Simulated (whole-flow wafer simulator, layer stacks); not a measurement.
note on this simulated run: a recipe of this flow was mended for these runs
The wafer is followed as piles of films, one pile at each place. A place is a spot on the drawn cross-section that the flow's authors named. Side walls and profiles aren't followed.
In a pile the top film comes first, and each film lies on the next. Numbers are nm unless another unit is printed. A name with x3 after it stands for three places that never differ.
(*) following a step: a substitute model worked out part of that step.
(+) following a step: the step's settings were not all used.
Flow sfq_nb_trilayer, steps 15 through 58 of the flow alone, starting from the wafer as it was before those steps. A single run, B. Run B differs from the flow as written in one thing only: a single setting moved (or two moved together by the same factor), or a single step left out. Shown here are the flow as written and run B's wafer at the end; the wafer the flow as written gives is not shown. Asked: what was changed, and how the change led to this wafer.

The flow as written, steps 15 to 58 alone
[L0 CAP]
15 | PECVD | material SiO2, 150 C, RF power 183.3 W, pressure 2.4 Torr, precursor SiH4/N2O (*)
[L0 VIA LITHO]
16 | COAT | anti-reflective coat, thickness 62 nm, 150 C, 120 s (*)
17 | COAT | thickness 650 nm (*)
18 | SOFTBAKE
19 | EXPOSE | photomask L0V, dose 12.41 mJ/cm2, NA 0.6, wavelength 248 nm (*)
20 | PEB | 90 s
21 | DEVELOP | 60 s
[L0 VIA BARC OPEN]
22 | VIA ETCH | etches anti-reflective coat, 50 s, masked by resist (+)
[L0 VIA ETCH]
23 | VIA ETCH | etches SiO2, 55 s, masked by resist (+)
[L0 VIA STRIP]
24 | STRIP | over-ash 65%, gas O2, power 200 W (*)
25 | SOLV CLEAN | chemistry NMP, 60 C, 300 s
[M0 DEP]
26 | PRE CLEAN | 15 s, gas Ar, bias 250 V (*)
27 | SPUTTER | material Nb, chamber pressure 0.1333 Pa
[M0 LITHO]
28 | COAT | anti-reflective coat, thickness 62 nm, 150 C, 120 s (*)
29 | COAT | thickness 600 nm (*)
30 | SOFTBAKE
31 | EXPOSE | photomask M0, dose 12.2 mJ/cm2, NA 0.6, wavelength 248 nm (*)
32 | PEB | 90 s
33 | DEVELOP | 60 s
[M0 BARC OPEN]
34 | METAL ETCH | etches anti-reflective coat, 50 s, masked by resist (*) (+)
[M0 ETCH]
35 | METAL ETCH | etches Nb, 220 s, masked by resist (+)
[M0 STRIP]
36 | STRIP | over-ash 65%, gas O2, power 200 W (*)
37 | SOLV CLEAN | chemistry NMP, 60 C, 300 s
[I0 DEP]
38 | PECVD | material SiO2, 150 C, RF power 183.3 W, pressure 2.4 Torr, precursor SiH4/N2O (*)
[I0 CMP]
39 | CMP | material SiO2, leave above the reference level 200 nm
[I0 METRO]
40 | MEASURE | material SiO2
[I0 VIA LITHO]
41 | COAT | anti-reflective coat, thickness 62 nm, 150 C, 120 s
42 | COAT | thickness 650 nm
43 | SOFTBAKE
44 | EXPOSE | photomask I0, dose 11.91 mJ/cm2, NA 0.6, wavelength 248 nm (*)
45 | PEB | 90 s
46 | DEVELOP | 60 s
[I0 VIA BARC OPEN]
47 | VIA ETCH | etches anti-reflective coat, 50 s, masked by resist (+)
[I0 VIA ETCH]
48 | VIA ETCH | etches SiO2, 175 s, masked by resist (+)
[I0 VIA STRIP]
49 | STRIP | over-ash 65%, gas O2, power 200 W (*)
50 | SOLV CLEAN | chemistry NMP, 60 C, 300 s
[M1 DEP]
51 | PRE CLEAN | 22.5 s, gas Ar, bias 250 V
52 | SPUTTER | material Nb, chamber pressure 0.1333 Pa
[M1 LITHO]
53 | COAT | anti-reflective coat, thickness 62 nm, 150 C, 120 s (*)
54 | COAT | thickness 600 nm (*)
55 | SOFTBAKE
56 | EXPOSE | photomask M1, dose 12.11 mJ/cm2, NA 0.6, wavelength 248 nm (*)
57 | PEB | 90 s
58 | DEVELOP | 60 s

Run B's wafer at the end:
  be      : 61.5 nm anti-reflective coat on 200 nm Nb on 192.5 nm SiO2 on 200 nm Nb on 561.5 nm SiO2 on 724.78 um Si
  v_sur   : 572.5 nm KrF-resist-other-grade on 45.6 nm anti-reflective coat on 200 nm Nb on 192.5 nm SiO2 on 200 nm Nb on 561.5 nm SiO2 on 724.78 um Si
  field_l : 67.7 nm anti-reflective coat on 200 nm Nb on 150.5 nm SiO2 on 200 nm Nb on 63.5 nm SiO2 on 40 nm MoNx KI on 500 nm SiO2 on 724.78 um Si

Cause: step 15, PECVD: RF power 249.3 W was run, while the flow as written has RF power 183.3 W.

The path from the change to this, step by step:
  15 | PECVD | material SiO2, 150 C, RF power 183.3 W, pressure 2.4 Torr, precursor SiH4/N2O (*)
      v_sur, via_wl, via_w and 97 more: +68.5 SiO2 (it would be, as written: +60 SiO2)
      field_l, l0_sur, l0v, l0r_line_l, l0r_line_c, l0r_line_r: +68.5 SiO2 (new film) (it would be, as written: +60 SiO2 (new film))
  23 | VIA ETCH | etches SiO2, 55 s, masked by resist (+)
      l0v: -68.2 SiO2 (all of it), -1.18 MoNx KI (it would be, as written: -59.7 SiO2 (all of it), -2.03 MoNx KI)
  28 | COAT | anti-reflective coat, thickness 62 nm, 150 C, 120 s (*)
      l0_sur: +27 anti-reflective coat (new film) (it would be, as written: +29.3 anti-reflective coat (new film))
      l0v: +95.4 anti-reflective coat (new film) (it would be, as written: +92.5 anti-reflective coat (new film))
  36 | STRIP | over-ash 65%, gas O2, power 200 W (*)
      l0_sur: -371 KrF-resist-other-grade (all of it), -27 anti-reflective coat (all of it) (it would be, as written: -370 KrF-resist-other-grade (all of it), -29.3 anti-reflective coat (all of it))
      l0v: -378.5 KrF-resist-other-grade (all of it), -95.4 anti-reflective coat (all of it) (it would be, as written: -374.1 KrF-resist-other-grade (all of it), -92.5 anti-reflective coat (all of it))
  39 | CMP | material SiO2, leave above the reference level 200 nm
      l0v: -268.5 SiO2 (it would be, as written: -277.4 SiO2)
